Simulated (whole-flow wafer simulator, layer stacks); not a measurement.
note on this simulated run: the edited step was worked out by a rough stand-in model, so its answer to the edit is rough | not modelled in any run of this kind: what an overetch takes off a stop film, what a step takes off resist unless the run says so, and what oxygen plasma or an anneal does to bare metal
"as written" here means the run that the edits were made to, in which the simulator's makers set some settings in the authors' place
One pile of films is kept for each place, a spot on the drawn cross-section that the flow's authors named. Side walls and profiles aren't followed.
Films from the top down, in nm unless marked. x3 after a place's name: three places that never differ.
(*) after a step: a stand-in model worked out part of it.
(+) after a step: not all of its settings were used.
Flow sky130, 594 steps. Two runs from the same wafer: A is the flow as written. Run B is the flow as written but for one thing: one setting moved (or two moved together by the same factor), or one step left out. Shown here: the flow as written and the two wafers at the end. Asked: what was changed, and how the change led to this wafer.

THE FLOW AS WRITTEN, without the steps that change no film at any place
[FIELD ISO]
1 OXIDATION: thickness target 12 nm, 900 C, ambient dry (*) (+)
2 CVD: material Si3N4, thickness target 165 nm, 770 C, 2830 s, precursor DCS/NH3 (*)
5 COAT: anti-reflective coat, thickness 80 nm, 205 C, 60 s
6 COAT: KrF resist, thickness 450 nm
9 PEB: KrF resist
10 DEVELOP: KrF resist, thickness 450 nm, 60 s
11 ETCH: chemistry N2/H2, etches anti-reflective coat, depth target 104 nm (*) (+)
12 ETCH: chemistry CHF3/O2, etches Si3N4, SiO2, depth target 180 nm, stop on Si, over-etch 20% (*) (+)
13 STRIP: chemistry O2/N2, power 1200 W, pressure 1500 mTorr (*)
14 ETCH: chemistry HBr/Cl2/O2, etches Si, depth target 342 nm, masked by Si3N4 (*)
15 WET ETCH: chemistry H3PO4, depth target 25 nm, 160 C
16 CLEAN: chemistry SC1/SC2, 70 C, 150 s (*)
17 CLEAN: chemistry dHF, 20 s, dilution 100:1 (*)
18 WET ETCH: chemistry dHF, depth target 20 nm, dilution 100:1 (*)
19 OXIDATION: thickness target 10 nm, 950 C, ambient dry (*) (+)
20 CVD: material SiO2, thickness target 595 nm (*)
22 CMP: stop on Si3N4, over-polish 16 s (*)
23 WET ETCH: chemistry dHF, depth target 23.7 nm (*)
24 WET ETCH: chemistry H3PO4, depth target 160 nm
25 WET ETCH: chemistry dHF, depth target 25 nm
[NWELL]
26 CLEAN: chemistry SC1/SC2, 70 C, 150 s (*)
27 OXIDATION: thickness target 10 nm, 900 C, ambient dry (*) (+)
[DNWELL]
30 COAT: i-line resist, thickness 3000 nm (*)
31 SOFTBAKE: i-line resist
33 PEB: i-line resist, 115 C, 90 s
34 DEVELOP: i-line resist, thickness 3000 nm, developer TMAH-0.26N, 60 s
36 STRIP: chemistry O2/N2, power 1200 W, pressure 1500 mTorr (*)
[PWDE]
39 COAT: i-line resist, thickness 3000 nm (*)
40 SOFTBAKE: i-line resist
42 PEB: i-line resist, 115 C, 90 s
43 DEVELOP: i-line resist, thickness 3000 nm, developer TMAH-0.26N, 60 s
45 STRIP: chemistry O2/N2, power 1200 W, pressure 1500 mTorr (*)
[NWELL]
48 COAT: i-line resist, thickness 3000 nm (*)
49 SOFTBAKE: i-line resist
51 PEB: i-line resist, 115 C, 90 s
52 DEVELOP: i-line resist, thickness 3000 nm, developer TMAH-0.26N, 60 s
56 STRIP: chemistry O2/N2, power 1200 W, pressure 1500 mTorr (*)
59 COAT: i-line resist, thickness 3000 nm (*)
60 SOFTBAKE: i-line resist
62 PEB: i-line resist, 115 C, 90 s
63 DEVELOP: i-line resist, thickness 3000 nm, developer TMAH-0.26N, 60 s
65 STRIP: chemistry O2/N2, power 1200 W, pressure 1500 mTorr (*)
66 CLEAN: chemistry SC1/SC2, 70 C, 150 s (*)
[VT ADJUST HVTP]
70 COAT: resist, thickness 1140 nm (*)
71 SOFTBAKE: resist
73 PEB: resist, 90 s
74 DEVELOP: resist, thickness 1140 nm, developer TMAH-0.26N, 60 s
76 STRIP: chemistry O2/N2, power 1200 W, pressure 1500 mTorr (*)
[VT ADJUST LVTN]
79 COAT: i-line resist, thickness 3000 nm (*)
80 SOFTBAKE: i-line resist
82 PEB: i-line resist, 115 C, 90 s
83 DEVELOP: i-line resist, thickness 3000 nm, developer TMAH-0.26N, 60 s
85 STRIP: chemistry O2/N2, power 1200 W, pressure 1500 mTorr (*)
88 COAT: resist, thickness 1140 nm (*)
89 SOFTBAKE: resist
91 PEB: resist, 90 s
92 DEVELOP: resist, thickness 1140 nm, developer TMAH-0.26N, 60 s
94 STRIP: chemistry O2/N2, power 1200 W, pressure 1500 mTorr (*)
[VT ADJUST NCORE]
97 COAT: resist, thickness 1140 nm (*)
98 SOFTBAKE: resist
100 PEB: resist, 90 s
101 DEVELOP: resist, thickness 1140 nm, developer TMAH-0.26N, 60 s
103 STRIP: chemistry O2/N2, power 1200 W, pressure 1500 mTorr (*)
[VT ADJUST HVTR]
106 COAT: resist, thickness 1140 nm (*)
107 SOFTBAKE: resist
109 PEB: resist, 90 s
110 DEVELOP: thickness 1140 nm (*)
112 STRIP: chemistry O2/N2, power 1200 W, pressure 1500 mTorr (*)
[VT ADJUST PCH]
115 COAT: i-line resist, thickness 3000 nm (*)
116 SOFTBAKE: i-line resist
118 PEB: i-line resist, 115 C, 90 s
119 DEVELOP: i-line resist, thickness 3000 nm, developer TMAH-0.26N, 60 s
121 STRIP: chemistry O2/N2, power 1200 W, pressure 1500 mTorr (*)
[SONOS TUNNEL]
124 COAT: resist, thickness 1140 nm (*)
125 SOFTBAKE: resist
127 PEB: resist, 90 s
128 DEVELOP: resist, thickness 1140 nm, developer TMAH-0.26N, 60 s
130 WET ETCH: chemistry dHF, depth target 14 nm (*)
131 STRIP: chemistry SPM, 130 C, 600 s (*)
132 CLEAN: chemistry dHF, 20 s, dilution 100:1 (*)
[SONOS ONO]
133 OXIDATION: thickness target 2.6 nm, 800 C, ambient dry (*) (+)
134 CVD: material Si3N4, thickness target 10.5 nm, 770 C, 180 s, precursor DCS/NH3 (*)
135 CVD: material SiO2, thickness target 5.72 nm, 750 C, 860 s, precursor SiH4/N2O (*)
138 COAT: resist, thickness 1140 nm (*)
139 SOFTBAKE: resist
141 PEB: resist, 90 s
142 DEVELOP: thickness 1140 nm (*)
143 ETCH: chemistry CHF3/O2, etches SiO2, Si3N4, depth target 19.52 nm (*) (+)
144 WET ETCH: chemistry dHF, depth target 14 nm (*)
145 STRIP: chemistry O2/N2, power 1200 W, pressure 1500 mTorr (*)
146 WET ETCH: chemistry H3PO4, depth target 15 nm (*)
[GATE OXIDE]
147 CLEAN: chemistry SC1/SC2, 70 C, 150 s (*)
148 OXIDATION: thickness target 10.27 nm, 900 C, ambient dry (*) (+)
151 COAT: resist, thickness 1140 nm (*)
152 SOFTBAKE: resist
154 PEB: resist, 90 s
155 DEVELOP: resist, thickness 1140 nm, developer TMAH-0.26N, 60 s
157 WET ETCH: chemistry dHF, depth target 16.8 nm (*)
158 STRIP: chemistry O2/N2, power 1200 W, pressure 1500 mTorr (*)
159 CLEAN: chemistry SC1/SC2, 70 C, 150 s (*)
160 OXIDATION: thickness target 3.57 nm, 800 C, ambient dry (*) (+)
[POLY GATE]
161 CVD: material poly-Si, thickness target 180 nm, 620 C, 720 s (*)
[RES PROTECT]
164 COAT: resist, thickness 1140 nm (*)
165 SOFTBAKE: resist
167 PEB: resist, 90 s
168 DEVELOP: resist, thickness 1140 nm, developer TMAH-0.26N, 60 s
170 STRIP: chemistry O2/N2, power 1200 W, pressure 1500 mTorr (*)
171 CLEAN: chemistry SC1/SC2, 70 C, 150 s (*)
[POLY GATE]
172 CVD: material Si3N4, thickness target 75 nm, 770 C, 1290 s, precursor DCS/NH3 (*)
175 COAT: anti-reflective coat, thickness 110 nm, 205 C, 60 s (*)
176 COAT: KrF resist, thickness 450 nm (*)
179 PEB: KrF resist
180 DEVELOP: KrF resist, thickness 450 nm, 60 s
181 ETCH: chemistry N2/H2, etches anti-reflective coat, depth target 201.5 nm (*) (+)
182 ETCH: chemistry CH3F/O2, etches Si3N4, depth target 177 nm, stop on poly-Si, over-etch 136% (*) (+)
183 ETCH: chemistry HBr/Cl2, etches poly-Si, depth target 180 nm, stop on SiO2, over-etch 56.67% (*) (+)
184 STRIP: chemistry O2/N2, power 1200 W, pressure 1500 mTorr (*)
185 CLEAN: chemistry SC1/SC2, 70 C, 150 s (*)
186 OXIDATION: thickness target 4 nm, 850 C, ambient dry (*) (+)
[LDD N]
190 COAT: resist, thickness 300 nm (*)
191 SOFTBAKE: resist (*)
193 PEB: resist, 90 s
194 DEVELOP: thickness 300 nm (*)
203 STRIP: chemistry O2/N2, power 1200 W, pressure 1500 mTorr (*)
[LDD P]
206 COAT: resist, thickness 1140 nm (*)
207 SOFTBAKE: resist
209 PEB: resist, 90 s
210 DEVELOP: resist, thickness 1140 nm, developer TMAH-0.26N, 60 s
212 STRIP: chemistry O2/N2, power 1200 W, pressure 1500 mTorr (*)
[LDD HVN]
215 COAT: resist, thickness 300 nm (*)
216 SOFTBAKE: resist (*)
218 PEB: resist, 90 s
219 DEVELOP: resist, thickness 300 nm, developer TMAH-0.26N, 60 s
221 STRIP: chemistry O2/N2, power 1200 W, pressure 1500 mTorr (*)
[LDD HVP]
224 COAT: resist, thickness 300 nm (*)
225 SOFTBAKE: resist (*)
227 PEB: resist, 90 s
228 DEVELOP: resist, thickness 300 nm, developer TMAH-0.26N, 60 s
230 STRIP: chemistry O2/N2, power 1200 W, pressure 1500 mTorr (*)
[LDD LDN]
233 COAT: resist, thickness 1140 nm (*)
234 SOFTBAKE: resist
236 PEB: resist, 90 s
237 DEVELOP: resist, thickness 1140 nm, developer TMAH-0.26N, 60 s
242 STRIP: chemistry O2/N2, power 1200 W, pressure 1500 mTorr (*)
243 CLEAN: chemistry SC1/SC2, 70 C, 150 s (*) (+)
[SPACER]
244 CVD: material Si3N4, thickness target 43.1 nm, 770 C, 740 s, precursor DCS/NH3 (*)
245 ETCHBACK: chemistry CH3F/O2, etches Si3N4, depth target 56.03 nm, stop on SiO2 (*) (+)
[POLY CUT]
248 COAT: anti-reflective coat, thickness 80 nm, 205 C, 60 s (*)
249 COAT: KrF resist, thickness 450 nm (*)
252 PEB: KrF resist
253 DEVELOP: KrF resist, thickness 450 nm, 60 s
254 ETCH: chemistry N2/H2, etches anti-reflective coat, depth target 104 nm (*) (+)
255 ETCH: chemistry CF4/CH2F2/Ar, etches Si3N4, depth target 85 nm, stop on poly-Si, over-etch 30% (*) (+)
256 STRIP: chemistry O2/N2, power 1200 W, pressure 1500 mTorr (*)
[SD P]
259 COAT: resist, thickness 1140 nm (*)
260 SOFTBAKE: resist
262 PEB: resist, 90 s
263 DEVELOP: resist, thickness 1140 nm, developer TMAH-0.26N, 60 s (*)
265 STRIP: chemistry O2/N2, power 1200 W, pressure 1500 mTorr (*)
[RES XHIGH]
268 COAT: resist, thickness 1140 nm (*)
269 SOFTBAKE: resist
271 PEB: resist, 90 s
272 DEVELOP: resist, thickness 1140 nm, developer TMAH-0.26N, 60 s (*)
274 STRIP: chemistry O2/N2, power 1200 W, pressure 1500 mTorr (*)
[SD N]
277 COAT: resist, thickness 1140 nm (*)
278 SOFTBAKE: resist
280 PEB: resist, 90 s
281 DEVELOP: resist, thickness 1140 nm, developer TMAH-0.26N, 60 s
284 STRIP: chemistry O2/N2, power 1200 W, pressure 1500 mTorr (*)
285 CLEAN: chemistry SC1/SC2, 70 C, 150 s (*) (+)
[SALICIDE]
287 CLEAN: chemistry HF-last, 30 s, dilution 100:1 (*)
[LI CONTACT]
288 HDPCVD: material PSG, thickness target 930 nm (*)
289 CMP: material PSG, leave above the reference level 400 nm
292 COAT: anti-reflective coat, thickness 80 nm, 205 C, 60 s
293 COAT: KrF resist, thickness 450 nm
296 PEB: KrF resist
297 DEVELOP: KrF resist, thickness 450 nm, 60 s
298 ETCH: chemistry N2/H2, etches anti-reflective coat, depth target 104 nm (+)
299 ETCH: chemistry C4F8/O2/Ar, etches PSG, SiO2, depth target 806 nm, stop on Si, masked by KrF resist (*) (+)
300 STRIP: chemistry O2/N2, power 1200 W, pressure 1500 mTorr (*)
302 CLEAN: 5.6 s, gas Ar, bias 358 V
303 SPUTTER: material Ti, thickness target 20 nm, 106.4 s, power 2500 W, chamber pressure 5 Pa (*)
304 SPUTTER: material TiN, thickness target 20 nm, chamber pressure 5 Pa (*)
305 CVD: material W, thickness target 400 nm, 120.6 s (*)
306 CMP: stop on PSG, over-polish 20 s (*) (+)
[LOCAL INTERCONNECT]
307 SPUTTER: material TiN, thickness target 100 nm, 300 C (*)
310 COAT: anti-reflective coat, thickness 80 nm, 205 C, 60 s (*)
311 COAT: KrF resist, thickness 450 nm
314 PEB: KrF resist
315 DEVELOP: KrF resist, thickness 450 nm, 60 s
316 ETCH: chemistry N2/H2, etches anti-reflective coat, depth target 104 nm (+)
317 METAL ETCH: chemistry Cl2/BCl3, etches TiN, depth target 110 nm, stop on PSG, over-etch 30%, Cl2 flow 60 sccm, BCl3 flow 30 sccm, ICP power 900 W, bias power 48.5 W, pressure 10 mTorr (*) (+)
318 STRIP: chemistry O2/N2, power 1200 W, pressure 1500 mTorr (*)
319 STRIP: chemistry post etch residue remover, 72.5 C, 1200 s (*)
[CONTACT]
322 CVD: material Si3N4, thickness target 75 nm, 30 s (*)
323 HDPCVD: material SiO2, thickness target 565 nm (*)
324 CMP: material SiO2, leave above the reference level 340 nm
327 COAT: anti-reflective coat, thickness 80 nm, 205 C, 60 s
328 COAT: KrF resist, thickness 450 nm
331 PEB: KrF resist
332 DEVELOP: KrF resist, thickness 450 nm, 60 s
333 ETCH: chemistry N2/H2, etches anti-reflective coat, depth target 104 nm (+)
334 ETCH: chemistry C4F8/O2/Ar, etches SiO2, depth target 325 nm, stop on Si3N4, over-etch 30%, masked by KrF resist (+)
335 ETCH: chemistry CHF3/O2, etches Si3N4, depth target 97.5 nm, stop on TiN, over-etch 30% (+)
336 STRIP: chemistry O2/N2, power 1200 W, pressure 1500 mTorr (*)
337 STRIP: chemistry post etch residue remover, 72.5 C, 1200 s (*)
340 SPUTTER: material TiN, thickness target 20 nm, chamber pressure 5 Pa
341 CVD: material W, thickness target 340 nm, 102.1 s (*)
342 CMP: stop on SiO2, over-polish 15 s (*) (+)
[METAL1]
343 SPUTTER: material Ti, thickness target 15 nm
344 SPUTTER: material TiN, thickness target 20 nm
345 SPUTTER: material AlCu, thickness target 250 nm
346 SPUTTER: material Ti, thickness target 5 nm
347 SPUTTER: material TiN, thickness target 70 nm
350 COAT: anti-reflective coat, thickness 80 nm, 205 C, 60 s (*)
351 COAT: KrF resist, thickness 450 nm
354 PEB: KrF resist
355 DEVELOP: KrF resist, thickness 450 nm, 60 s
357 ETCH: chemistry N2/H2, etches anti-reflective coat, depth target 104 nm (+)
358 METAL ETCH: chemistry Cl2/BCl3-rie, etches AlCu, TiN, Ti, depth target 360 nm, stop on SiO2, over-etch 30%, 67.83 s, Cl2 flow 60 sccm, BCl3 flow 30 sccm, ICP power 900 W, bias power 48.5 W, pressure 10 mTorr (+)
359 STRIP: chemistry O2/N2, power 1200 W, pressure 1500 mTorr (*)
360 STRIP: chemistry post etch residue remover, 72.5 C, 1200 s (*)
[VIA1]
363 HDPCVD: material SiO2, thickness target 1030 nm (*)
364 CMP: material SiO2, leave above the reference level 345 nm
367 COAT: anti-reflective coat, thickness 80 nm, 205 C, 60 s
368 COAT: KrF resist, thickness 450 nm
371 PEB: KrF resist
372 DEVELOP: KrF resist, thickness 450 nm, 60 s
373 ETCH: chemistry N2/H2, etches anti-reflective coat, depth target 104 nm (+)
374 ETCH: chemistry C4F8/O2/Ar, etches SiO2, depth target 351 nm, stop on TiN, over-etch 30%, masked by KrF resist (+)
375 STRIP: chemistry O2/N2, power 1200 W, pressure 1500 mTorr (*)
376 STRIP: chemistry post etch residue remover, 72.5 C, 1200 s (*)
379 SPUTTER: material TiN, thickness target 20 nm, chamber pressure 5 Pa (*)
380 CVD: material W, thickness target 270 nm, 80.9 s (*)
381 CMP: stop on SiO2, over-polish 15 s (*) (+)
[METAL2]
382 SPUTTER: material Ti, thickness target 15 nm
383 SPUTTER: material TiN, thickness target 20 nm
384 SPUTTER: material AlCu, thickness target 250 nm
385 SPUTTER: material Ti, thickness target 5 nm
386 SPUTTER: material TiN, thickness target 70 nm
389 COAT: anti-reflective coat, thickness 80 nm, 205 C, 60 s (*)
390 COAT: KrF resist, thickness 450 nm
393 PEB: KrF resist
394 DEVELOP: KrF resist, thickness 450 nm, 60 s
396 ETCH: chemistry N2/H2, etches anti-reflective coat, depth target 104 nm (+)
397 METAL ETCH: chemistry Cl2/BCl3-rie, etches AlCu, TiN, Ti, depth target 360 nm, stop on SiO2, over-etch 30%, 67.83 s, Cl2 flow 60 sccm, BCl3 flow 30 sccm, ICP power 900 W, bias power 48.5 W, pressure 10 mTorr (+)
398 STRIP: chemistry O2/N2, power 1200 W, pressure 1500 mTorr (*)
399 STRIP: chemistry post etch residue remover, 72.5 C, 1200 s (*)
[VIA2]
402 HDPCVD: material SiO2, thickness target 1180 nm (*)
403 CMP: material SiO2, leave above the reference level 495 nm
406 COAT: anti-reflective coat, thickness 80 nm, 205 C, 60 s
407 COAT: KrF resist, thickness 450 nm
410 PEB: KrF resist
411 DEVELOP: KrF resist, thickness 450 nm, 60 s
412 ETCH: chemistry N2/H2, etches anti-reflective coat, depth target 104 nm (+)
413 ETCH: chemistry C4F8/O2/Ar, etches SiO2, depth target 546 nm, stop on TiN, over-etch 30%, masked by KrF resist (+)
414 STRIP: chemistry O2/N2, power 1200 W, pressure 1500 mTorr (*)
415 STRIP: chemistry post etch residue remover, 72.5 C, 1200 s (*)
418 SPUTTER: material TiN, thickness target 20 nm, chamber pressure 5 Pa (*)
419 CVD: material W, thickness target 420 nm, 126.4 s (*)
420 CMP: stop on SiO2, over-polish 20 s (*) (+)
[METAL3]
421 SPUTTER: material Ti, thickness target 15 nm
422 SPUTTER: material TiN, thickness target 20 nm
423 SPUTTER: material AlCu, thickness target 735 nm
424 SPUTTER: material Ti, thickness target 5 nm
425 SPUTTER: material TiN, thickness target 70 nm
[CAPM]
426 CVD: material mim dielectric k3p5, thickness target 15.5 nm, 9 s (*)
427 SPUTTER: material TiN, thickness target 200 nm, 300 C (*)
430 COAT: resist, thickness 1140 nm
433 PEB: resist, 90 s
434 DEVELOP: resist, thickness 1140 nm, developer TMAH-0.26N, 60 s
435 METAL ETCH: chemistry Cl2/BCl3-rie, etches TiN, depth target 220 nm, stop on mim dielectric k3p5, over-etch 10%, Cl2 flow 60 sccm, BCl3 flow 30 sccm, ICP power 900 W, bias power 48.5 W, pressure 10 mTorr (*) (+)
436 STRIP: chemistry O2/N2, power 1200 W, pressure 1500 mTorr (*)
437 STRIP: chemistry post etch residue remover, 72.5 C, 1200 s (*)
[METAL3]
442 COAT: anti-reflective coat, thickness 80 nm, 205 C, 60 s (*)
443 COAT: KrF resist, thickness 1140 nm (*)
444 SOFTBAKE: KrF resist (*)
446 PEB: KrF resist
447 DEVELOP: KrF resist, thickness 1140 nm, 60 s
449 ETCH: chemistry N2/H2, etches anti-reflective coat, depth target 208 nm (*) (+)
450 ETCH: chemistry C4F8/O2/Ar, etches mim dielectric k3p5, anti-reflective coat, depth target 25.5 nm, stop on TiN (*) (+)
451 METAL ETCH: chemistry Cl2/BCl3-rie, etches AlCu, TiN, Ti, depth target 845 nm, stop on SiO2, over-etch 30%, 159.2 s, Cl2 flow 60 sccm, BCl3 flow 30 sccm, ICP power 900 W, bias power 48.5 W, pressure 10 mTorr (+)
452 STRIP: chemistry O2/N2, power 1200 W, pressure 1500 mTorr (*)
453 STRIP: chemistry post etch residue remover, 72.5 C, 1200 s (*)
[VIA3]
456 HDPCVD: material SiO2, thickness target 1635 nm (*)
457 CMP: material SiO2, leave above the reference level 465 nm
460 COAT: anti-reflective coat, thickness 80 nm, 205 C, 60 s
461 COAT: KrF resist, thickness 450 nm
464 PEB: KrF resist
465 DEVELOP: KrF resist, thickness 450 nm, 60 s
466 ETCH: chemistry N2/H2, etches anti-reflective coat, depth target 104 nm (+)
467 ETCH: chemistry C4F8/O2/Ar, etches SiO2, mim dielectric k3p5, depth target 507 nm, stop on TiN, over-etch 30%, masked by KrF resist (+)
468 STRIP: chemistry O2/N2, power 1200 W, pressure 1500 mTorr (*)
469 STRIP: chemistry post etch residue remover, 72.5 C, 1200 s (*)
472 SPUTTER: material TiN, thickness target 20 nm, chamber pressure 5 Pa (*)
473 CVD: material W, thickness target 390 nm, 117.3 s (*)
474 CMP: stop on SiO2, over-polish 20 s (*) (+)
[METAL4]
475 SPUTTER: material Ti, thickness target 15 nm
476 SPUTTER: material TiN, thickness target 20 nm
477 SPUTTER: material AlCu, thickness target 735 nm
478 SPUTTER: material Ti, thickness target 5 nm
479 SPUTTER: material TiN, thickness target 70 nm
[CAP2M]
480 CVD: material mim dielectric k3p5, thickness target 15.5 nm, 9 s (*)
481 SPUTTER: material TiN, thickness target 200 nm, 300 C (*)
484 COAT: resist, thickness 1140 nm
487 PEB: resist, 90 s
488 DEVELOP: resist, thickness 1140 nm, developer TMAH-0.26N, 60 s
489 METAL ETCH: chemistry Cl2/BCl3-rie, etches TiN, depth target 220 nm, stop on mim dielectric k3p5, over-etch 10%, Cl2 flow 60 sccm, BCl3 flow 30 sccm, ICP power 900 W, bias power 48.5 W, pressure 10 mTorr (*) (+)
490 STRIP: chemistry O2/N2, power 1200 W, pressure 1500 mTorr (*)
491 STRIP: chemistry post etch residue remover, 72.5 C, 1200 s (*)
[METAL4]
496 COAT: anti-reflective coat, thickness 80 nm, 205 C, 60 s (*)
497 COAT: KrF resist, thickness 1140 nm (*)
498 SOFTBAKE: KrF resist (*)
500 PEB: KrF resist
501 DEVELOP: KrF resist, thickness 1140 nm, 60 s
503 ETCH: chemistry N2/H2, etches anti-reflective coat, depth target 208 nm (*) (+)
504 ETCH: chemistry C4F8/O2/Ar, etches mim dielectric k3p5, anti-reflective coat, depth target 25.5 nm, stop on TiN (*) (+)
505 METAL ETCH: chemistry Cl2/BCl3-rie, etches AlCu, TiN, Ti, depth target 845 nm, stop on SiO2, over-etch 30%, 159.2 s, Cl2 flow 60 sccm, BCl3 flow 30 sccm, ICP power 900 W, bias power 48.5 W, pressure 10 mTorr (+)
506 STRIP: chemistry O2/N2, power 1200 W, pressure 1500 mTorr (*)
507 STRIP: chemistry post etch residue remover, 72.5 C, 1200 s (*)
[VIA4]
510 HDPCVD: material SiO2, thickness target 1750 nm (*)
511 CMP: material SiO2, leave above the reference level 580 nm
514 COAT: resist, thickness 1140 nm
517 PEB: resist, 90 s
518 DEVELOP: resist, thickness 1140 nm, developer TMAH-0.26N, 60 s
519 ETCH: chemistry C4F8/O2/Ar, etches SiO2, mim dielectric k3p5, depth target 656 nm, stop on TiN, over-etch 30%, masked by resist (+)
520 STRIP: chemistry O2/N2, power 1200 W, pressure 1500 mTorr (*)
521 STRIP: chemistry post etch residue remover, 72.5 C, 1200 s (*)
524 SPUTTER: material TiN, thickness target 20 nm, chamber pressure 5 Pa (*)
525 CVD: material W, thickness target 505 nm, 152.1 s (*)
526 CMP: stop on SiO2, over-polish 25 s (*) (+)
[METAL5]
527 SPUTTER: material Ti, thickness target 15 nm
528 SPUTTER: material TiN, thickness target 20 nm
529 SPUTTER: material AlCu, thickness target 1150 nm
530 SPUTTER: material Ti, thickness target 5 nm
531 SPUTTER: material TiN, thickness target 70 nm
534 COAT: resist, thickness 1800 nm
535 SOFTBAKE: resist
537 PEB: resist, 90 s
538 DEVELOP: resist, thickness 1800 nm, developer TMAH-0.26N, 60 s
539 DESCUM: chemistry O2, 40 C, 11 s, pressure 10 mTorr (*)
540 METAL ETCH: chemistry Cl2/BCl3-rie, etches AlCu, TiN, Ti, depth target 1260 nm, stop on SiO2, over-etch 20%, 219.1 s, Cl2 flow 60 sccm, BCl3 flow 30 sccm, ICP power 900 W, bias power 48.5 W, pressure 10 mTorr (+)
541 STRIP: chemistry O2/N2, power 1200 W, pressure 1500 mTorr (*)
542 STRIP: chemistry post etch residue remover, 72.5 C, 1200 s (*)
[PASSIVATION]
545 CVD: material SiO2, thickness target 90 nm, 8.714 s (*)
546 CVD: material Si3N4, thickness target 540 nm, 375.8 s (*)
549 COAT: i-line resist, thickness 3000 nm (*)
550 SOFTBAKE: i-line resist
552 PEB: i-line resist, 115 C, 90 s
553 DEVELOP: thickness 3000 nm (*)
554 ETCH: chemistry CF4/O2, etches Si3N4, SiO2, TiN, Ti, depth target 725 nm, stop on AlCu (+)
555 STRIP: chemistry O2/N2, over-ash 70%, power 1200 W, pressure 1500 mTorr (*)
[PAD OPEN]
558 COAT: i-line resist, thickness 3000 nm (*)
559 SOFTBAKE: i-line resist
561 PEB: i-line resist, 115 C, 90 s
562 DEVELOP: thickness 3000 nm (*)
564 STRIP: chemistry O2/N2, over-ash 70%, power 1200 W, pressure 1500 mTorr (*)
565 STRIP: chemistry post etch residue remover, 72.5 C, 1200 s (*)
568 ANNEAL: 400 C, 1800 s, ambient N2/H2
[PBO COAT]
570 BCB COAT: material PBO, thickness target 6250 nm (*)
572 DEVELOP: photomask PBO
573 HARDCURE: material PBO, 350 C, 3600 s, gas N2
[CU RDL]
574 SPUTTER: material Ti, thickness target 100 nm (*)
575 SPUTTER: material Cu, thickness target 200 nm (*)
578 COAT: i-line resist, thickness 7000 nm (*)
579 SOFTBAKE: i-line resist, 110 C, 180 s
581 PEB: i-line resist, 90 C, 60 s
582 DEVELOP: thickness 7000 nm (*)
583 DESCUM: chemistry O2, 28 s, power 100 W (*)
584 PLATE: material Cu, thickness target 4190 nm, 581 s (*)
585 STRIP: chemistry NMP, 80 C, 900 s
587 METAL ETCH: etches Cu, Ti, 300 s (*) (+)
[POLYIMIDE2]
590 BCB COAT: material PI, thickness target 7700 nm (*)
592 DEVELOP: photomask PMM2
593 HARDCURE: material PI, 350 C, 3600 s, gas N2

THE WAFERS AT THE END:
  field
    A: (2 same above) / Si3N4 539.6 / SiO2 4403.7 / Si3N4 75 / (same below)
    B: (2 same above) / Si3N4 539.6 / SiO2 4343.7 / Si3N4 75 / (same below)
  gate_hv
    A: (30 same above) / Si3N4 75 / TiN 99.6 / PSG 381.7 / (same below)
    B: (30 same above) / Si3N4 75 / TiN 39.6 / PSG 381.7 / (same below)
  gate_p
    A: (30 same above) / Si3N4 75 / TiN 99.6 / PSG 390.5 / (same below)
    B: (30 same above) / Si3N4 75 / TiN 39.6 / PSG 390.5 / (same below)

The cause: step 307, SPUTTER: thickness target 40 nm was run, where the flow has thickness target 100 nm.

How the change led to this, step by step:
  307 SPUTTER: material TiN, thickness target 100 nm, 300 C (*)
      field, active, n_well and 188 more: A TiN +100 (new film) | B TiN +40 (new film)
  317 METAL ETCH: chemistry Cl2/BCl3, etches TiN, depth target 110 nm, stop on PSG, over-etch 30%, Cl2 flow 60 sccm, BCl3 flow 30 sccm, ICP power 900 W, bias power 48.5 W, pressure 10 mTorr (*) (+)
      n_well, p_well, gate_hv and 97 more: A KrF resist -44 | B KrF resist -20.1
      field, active, gate and 88 more: A TiN -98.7 (all of it) | B TiN -38.7 (all of it)
  318 STRIP: chemistry O2/N2, power 1200 W, pressure 1500 mTorr (*)
      n_well, p_well, gate_hv and 93 more: A KrF resist -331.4 (all of it), anti-reflective coat -80 (all of it) | B KrF resist -355.3 (all of it), anti-reflective coat -80 (all of it)
      poly_licon, rpo_hd_licon: A KrF resist -331.5 (all of it), anti-reflective coat -80.4 (all of it) | B KrF resist -355.4 (all of it), anti-reflective coat -80.4 (all of it)
      (and at 2 more places)
  324 CMP: material SiO2, leave above the reference level 340 nm
      field, active, gate and 88 more: A SiO2 -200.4 | B SiO2 -260.4
